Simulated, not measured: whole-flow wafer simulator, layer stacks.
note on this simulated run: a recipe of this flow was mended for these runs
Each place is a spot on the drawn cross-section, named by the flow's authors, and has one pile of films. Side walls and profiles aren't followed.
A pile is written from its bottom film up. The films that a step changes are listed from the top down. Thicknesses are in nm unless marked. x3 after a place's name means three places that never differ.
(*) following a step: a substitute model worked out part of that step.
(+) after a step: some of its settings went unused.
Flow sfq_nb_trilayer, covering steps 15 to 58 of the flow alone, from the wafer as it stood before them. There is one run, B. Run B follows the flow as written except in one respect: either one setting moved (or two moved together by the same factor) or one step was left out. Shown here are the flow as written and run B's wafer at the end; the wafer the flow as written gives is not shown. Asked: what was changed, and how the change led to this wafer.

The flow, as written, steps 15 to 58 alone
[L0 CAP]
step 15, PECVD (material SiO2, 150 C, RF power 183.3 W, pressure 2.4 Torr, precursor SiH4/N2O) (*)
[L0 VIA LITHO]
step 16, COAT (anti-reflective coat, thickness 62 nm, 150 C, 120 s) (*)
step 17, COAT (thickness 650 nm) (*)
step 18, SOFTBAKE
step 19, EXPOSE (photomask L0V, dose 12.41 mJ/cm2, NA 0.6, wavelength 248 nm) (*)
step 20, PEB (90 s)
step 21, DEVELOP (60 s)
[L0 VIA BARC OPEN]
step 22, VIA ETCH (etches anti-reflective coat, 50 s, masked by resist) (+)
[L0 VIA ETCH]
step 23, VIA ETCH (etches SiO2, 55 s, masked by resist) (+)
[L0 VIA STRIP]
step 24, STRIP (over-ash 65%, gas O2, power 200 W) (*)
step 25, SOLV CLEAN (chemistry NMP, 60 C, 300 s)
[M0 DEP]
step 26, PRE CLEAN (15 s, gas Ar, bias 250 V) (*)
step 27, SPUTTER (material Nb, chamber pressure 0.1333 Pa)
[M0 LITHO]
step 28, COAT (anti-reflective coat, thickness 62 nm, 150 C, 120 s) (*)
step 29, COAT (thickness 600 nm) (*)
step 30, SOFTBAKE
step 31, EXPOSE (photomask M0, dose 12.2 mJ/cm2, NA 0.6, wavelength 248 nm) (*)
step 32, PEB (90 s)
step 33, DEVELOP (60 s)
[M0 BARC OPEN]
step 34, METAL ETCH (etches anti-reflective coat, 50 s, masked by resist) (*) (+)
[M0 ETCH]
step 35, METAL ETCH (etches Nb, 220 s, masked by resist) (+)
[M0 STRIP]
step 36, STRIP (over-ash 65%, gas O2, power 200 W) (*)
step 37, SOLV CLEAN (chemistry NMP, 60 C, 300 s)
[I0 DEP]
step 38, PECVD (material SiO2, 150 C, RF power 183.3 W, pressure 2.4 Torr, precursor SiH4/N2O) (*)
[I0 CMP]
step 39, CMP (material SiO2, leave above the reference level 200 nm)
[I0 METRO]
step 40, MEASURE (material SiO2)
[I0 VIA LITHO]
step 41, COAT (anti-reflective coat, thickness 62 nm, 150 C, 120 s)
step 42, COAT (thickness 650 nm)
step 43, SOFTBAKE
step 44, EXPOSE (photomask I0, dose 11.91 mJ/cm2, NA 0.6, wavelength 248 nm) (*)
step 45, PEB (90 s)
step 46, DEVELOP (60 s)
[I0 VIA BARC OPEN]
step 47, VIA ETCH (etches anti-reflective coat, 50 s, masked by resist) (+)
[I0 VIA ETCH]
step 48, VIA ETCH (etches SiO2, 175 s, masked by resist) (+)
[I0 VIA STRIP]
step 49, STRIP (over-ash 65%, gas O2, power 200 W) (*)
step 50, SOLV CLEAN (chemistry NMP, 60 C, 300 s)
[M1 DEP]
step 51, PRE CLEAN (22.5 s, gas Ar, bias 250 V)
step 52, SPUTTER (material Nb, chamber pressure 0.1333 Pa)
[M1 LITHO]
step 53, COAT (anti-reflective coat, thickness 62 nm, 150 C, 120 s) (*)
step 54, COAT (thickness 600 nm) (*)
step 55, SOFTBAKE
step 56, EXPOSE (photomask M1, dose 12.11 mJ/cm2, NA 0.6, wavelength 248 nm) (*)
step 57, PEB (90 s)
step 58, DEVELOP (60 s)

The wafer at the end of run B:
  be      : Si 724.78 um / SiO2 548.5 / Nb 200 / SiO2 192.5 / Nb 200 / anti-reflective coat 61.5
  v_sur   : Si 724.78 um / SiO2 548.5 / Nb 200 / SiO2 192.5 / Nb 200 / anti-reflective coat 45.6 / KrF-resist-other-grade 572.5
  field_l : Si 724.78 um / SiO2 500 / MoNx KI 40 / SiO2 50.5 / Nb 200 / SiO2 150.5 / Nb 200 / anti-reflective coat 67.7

The reason: step 15, PECVD: pressure 2.69 Torr was run, though the flow has pressure 2.4 Torr.

The path from the change to this, step by step:
  step 15, PECVD (material SiO2, 150 C, RF power 183.3 W, pressure 2.4 Torr, precursor SiH4/N2O) (*)
      v_sur, via_wl, via_w and 97 more: +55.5 SiO2 (it would be, as written: +60 SiO2)
      field_l, l0_sur, l0v, l0r_line_l, l0r_line_c, l0r_line_r: +55.5 SiO2 (new film) (it would be, as written: +60 SiO2 (new film))
  step 23, VIA ETCH (etches SiO2, 55 s, masked by resist) (+)
      l0v: -55.2 SiO2 (all of it), -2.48 MoNx KI (it would be, as written: -59.7 SiO2 (all of it), -2.03 MoNx KI)
  step 28, COAT (anti-reflective coat, thickness 62 nm, 150 C, 120 s) (*)
      l0_sur: +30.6 anti-reflective coat (new film) (it would be, as written: +29.3 anti-reflective coat (new film))
      l0v: +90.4 anti-reflective coat (new film) (it would be, as written: +92.5 anti-reflective coat (new film))
  step 36, STRIP (over-ash 65%, gas O2, power 200 W) (*)
      l0_sur: -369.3 KrF-resist-other-grade (all of it), -30.6 anti-reflective coat (all of it) (it would be, as written: -370 KrF-resist-other-grade (all of it), -29.3 anti-reflective coat (all of it))
      l0v: -372.3 KrF-resist-other-grade (all of it), -90.4 anti-reflective coat (all of it) (it would be, as written: -374.1 KrF-resist-other-grade (all of it), -92.5 anti-reflective coat (all of it))
